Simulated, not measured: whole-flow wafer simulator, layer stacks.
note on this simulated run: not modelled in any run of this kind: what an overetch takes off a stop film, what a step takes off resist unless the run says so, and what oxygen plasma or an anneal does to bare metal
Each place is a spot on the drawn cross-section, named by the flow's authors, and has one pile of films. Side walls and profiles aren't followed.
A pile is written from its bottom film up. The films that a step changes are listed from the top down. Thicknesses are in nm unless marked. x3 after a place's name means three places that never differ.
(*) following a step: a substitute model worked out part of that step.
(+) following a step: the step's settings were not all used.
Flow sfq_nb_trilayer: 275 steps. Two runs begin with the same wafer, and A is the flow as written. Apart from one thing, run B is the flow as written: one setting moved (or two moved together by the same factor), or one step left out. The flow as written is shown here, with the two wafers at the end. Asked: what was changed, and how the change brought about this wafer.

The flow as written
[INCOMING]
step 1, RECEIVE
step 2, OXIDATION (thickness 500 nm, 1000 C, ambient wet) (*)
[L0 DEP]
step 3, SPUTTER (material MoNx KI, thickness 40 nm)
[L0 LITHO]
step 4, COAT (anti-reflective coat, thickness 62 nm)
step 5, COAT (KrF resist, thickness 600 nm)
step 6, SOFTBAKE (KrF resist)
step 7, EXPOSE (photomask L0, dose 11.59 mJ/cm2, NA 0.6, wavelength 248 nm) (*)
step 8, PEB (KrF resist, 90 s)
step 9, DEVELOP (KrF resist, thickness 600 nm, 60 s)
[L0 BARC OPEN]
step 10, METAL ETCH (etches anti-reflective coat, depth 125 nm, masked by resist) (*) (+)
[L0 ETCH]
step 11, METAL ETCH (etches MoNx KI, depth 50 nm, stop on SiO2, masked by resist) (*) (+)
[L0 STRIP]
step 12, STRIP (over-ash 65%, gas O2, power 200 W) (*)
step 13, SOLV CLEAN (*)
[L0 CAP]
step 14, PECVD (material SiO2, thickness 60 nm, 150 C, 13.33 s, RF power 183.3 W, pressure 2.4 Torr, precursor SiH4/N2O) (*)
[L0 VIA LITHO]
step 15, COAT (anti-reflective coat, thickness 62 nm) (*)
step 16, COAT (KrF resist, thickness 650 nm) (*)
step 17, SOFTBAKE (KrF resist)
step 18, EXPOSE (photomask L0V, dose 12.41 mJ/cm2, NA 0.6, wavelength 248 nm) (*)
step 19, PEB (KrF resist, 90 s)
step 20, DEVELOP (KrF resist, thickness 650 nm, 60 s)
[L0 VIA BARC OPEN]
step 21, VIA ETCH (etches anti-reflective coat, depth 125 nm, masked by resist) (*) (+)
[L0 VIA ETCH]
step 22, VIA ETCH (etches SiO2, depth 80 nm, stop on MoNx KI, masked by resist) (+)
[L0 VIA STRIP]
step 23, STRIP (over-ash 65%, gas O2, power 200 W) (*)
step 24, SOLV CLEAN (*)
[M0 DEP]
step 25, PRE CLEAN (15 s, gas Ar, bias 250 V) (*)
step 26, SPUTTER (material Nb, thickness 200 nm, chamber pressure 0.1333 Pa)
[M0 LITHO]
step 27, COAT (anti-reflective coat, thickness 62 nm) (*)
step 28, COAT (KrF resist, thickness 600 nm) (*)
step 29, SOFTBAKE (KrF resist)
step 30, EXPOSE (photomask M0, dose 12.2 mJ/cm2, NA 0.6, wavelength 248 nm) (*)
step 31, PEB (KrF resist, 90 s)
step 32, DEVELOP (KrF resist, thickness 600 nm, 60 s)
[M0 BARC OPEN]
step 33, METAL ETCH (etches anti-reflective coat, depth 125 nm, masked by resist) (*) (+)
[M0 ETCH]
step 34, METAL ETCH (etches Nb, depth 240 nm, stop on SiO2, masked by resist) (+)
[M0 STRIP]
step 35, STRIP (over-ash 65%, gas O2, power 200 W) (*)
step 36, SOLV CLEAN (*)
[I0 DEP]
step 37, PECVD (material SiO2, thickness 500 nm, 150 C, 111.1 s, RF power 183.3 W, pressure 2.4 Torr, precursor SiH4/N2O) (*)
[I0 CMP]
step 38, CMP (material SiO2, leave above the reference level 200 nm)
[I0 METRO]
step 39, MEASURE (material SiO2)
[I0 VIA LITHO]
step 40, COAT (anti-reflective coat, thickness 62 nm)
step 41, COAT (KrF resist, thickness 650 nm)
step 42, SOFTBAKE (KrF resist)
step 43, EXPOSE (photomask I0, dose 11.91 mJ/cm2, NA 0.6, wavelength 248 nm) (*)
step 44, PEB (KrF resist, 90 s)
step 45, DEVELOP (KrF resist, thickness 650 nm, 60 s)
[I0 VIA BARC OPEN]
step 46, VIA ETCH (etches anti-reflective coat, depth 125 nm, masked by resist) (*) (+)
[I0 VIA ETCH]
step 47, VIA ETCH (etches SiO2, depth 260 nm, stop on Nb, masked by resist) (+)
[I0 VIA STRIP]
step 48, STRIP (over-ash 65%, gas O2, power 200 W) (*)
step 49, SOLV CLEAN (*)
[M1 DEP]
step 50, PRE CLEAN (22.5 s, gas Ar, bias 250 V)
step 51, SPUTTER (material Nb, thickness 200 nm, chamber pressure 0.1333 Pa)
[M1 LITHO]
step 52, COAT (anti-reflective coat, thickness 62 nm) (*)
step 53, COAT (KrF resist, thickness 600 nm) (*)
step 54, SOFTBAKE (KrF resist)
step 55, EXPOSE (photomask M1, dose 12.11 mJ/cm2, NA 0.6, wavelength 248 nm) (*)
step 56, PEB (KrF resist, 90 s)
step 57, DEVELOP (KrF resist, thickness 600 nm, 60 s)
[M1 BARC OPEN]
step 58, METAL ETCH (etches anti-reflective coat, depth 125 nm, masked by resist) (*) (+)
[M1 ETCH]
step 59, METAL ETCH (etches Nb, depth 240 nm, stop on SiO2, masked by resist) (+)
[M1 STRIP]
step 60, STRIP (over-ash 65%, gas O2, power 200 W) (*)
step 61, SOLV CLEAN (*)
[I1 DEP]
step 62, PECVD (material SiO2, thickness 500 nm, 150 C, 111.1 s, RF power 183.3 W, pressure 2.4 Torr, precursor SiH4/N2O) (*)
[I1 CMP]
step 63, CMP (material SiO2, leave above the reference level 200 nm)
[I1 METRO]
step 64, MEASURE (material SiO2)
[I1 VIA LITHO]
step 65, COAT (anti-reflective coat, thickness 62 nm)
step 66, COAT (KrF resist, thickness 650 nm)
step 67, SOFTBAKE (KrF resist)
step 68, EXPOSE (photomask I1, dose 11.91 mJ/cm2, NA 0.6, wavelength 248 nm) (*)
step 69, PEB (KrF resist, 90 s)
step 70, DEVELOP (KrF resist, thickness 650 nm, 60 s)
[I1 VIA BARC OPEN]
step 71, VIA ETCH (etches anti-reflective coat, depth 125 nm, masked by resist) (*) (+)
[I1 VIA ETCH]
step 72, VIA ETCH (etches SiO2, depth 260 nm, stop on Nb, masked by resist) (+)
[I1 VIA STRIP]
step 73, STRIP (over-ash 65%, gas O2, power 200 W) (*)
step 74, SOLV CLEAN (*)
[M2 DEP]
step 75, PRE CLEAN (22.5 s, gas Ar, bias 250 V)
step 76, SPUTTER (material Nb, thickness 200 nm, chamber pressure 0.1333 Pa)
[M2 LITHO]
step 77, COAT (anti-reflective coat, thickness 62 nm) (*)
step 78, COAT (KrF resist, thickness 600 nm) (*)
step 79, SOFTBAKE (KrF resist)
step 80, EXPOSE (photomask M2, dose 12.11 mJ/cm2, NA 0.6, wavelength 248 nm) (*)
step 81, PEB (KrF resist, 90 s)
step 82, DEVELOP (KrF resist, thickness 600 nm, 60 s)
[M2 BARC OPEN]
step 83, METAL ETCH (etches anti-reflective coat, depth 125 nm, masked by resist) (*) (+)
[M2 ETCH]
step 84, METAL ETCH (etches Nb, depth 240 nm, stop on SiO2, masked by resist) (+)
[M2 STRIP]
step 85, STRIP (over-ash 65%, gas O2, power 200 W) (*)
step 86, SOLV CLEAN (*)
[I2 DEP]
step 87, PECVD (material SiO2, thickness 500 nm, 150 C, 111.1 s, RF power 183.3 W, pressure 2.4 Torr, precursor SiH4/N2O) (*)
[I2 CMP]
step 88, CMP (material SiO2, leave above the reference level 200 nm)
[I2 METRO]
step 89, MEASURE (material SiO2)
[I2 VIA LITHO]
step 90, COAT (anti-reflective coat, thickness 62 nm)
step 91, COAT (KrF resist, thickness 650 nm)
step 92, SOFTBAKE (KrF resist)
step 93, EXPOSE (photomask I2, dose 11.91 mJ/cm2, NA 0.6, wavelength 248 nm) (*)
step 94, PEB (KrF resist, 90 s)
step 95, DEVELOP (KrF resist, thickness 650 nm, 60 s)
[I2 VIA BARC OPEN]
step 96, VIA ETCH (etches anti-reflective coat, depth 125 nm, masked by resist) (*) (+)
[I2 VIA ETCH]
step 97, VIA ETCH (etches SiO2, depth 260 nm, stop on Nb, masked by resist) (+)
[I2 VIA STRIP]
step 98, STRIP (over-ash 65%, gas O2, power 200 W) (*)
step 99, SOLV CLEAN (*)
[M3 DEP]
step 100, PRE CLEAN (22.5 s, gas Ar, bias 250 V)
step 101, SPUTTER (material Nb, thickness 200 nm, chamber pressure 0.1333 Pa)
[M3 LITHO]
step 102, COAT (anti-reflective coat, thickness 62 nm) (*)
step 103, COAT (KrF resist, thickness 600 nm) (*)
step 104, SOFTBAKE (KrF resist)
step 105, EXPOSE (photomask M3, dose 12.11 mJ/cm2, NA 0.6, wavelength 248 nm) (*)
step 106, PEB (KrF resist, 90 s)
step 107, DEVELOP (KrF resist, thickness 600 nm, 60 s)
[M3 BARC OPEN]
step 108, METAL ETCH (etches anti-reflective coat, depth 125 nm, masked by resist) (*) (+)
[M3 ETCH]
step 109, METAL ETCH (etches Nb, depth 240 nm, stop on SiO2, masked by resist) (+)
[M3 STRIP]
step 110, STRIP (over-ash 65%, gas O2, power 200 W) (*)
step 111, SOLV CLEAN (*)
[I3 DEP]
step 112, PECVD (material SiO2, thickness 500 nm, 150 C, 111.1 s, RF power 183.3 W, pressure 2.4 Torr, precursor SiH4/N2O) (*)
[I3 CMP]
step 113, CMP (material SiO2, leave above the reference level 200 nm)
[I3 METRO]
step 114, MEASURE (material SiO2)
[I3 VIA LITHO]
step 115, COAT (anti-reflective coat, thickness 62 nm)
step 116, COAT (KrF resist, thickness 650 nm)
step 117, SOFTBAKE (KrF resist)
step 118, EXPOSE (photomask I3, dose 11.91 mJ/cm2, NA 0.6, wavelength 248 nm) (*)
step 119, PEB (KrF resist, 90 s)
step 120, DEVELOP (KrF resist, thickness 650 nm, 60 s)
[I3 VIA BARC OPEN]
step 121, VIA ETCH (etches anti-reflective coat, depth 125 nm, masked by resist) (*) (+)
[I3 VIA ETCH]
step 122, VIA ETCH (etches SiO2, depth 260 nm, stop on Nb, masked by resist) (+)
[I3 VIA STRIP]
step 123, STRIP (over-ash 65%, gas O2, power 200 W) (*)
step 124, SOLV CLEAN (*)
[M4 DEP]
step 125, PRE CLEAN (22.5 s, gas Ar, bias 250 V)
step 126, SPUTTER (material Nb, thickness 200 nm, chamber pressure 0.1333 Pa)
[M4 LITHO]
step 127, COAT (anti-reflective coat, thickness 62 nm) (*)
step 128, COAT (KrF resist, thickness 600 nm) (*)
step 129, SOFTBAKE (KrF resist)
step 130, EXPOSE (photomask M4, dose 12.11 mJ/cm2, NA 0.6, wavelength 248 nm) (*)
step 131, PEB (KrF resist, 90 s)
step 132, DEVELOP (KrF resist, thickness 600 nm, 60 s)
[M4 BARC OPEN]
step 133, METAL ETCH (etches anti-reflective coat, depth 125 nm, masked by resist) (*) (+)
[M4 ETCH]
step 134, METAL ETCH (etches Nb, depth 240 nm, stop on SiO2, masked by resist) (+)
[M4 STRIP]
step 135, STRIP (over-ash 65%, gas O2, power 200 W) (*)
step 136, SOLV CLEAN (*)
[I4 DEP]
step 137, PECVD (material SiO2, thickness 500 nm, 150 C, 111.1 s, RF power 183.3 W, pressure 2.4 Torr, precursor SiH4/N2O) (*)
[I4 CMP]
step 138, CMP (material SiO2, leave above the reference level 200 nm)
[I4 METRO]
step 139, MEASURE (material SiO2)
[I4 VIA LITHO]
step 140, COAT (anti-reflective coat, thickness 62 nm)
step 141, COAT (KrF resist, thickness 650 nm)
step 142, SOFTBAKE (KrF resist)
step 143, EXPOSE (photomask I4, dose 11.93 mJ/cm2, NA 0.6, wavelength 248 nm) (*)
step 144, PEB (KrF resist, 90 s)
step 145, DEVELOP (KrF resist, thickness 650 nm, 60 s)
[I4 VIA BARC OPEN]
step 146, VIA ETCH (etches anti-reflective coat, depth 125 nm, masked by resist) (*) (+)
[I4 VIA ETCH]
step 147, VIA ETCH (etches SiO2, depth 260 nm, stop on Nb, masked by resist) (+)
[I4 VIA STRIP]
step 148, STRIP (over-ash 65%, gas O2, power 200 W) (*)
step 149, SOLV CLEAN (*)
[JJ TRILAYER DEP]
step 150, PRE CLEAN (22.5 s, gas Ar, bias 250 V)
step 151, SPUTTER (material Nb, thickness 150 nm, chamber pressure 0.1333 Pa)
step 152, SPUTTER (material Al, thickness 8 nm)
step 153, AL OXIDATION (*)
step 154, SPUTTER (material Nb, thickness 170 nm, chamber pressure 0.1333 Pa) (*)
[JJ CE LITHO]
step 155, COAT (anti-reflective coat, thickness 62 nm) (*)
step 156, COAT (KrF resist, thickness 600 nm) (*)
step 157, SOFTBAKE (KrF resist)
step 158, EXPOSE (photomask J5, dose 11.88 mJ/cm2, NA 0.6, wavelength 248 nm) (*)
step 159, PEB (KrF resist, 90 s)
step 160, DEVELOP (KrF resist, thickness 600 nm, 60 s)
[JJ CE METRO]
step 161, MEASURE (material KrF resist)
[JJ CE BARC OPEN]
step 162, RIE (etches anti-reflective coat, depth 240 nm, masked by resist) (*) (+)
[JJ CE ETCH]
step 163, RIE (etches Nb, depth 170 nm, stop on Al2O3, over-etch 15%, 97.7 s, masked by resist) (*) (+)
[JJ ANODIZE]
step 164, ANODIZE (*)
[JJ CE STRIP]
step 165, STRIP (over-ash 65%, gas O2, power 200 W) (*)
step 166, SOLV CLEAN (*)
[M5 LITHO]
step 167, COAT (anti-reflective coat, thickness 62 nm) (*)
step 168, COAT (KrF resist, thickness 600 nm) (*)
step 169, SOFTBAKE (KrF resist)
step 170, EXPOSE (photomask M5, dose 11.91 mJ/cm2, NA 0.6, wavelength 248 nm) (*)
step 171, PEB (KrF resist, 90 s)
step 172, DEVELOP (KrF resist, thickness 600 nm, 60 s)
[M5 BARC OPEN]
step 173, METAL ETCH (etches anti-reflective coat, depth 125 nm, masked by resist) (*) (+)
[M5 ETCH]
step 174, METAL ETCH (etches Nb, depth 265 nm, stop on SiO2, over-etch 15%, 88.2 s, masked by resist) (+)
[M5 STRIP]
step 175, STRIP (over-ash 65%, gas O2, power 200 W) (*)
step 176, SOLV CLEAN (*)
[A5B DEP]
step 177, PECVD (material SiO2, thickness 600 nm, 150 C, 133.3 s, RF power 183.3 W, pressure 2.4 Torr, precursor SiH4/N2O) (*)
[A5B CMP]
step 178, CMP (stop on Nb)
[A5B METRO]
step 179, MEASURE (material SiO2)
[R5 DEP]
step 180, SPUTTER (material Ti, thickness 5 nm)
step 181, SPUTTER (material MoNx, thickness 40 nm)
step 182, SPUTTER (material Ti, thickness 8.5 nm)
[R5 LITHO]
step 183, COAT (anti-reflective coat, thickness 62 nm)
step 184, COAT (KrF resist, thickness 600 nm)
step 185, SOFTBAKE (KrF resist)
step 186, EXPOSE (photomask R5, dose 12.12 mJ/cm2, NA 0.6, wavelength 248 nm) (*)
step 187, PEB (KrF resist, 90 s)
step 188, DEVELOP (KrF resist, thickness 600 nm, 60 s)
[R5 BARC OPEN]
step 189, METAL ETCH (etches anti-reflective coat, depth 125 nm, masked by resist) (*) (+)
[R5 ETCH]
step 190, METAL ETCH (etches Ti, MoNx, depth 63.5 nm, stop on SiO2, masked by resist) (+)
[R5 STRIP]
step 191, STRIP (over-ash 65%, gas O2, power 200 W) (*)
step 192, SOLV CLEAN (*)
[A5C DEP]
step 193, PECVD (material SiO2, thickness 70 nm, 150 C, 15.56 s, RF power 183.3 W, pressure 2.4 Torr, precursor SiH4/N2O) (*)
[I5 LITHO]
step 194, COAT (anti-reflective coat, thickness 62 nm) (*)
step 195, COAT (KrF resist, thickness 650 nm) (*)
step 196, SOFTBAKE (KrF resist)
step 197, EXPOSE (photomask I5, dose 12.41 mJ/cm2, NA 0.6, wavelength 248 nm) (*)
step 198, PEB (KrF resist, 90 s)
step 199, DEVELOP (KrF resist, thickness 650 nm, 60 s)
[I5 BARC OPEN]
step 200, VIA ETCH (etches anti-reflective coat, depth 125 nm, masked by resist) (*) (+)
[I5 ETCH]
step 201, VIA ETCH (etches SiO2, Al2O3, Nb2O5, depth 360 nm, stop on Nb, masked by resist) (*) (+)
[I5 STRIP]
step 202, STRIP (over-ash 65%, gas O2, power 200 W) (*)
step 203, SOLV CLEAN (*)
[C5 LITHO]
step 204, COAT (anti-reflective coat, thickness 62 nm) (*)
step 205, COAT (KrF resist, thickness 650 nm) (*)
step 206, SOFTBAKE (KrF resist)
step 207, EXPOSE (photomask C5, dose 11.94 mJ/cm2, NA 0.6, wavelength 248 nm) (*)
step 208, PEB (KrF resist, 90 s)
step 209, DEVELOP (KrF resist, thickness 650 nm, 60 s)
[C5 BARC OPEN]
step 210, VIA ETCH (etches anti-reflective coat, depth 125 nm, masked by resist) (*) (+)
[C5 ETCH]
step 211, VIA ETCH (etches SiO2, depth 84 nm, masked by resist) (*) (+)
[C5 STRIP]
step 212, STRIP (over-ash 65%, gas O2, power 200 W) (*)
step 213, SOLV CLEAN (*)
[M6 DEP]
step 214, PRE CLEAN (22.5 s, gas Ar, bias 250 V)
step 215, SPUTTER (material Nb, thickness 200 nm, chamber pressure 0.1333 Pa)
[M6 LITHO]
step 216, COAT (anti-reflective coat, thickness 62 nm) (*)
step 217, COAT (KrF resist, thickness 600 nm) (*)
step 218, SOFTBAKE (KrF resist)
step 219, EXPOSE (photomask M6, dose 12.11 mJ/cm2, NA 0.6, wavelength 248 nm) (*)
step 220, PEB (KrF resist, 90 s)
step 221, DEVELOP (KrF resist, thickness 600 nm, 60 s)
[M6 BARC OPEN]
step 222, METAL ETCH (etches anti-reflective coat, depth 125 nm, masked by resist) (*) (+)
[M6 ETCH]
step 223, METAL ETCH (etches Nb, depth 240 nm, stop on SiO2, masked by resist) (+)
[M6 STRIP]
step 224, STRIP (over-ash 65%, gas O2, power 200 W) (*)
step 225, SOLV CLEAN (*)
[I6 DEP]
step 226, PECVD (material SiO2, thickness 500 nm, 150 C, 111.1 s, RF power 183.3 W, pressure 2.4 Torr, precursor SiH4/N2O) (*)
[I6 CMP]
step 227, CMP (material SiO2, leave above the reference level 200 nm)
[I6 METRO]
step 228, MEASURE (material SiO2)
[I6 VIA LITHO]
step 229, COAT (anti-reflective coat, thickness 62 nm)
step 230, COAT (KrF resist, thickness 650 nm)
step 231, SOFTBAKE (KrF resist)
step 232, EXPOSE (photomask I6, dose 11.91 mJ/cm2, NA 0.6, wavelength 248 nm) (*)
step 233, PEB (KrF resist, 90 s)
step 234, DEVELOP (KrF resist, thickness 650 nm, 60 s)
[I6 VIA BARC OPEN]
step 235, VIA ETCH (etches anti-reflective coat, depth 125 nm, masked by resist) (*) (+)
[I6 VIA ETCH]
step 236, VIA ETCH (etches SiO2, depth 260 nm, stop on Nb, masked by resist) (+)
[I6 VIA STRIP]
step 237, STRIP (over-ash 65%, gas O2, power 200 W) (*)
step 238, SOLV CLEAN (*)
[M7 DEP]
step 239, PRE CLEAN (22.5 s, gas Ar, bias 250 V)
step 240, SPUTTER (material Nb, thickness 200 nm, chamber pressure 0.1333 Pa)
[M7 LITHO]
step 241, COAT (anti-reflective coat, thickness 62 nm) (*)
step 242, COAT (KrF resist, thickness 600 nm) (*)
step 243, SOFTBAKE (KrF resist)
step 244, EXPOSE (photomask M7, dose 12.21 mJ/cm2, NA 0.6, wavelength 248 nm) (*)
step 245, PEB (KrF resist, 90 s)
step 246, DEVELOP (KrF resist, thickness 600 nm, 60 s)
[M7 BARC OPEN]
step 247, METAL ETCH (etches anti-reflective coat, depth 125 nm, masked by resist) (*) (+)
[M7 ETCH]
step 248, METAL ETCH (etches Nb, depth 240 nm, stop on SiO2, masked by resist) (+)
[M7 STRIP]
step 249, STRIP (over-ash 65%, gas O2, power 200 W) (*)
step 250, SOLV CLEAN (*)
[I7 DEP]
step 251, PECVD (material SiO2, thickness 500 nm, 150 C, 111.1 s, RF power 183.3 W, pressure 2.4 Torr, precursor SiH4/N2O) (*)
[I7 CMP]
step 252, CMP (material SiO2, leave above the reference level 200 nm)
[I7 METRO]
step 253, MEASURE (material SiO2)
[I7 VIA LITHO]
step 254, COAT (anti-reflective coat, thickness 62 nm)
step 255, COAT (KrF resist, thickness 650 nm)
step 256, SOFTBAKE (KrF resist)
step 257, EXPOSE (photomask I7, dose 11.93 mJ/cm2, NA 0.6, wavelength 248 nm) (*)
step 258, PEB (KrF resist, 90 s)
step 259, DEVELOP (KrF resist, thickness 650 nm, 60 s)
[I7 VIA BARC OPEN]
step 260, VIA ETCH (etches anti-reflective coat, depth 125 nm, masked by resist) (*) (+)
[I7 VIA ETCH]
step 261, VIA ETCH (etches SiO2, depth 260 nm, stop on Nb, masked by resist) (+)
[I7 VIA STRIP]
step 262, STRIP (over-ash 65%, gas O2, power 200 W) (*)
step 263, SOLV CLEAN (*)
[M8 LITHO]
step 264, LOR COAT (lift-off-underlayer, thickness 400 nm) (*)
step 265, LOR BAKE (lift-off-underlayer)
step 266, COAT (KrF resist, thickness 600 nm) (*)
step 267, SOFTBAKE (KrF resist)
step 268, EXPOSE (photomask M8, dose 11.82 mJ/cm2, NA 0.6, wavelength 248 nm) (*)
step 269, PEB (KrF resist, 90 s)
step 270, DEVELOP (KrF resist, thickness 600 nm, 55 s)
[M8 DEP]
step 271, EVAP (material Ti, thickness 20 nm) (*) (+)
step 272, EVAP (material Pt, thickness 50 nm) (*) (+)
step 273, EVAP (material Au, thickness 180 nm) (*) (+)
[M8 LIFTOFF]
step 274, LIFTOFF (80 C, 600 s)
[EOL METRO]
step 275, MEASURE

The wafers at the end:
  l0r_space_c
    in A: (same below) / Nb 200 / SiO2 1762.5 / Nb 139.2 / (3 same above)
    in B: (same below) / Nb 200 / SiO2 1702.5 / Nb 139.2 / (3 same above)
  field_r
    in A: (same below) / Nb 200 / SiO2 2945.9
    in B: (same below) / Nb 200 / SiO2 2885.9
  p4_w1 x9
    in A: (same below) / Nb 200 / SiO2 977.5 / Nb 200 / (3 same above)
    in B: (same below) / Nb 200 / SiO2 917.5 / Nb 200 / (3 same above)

What caused this: step 51, SPUTTER: thickness 140 nm was run, while the flow as written has thickness 200 nm.

Step by step, how the change led to this:
  step 51, SPUTTER (material Nb, thickness 200 nm, chamber pressure 0.1333 Pa)
      field_l, v_sur, via_wl and 102 more: A Nb gains 200 (new film) | B Nb gains 140 (new film)
      via_w: A Nb gains 174.5 | B Nb gains 122.9
  step 52, COAT (anti-reflective coat, thickness 62 nm) (*)
      via_wl: A anti-reflective coat gains 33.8 (new film) | B anti-reflective coat gains 32.9 (new film)
      via_w: A anti-reflective coat gains 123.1 (new film) | B anti-reflective coat gains 120.5 (new film)
      (and at 1 other place as well)
  step 59, METAL ETCH (etches Nb, depth 240 nm, stop on SiO2, masked by resist) (+)
      field_l, be, be_sur and 79 more: A Nb loses 200 (all of it) | B Nb loses 140 (all of it)
      v_sur, via_wl, via_w and 21 more: A KrF resist loses 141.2 | B KrF resist loses 123.5
  step 60, STRIP (over-ash 65%, gas O2, power 200 W) (*)
      wl_j_sl, wl_jj, wl_j_sr and 13 more: A KrF resist loses 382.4 (all of it), anti-reflective coat loses 62 (all of it) | B KrF resist loses 400 (all of it), anti-reflective coat loses 62 (all of it)
      v_sur: A KrF resist loses 365.9 (all of it), anti-reflective coat loses 61.1 (all of it) | B KrF resist loses 384 (all of it), anti-reflective coat loses 60.9 (all of it)
      (and at 7 other places as well)
  step 62, PECVD (material SiO2, thickness 500 nm, 150 C, 111.1 s, RF power 183.3 W, pressure 2.4 Torr, precursor SiH4/N2O) (*)
      wl_d_sl, wl_d_sr: A SiO2 gains 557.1 | B SiO2 gains 500
      via_w: A SiO2 gains 606 (new film) | B SiO2 gains 591.6 (new film)
  step 63, CMP (material SiO2, leave above the reference level 200 nm)
      field_l, be, be_sur and 72 more: A SiO2 loses 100 | B SiO2 loses 160
      lsp_m, ln_m6, lsp_r, l0_sur, l0v: A SiO2 loses 94.9 | B SiO2 loses 160
      (and at 1 other place as well)
